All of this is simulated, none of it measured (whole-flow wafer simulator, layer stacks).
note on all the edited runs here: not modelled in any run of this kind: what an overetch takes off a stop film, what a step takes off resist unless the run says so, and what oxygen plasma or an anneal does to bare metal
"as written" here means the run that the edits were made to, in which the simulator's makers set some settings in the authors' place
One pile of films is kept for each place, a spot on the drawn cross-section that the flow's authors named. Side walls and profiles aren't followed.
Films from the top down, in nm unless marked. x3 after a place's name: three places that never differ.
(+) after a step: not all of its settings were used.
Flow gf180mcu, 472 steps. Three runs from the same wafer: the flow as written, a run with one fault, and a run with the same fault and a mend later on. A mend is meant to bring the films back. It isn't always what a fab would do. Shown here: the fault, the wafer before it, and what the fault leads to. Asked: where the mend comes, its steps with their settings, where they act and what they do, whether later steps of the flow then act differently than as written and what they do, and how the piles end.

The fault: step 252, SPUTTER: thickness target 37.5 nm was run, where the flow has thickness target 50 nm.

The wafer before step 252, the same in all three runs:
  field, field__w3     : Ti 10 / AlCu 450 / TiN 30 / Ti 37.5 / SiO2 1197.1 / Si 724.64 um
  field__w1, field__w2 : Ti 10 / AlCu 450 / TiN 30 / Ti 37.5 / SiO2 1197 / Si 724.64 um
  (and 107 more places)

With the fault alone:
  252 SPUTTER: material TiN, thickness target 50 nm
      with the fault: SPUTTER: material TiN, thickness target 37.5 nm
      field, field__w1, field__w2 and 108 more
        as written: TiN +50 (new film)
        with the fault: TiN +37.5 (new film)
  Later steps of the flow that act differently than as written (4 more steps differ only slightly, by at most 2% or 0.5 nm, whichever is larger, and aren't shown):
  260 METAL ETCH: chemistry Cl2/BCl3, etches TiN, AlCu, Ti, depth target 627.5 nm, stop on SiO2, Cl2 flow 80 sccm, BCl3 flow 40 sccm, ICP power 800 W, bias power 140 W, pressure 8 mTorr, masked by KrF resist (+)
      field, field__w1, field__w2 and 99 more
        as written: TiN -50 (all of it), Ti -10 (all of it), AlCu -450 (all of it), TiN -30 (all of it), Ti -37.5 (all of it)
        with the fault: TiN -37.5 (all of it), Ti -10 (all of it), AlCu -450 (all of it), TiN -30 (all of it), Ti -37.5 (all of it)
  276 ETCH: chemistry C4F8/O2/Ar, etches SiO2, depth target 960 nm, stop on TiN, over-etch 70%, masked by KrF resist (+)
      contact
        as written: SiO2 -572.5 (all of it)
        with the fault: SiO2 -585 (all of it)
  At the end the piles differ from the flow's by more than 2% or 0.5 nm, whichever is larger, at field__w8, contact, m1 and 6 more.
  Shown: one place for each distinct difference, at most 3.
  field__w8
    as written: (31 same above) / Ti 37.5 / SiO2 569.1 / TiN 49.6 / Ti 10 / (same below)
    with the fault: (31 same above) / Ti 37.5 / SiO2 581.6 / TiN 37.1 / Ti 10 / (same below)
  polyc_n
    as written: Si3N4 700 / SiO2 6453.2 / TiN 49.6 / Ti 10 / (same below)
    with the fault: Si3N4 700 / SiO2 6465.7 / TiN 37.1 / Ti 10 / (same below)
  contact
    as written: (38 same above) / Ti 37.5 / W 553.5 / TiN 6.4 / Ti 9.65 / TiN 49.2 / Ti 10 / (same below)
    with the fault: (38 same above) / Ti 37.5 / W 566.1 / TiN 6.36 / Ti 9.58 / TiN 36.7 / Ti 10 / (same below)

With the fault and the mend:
  The mend comes after step 252.
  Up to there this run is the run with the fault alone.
  252a SPUTTER: material TiN, thickness target 12.5 nm (the flow's step 252 once more, with other settings)
      field, field__w1, field__w2 and 108 more
        TiN +12.5
  No later step of the flow acts differently than as written at any place that is followed.
  At the end the piles are the same as the flow's at every place that both follow.
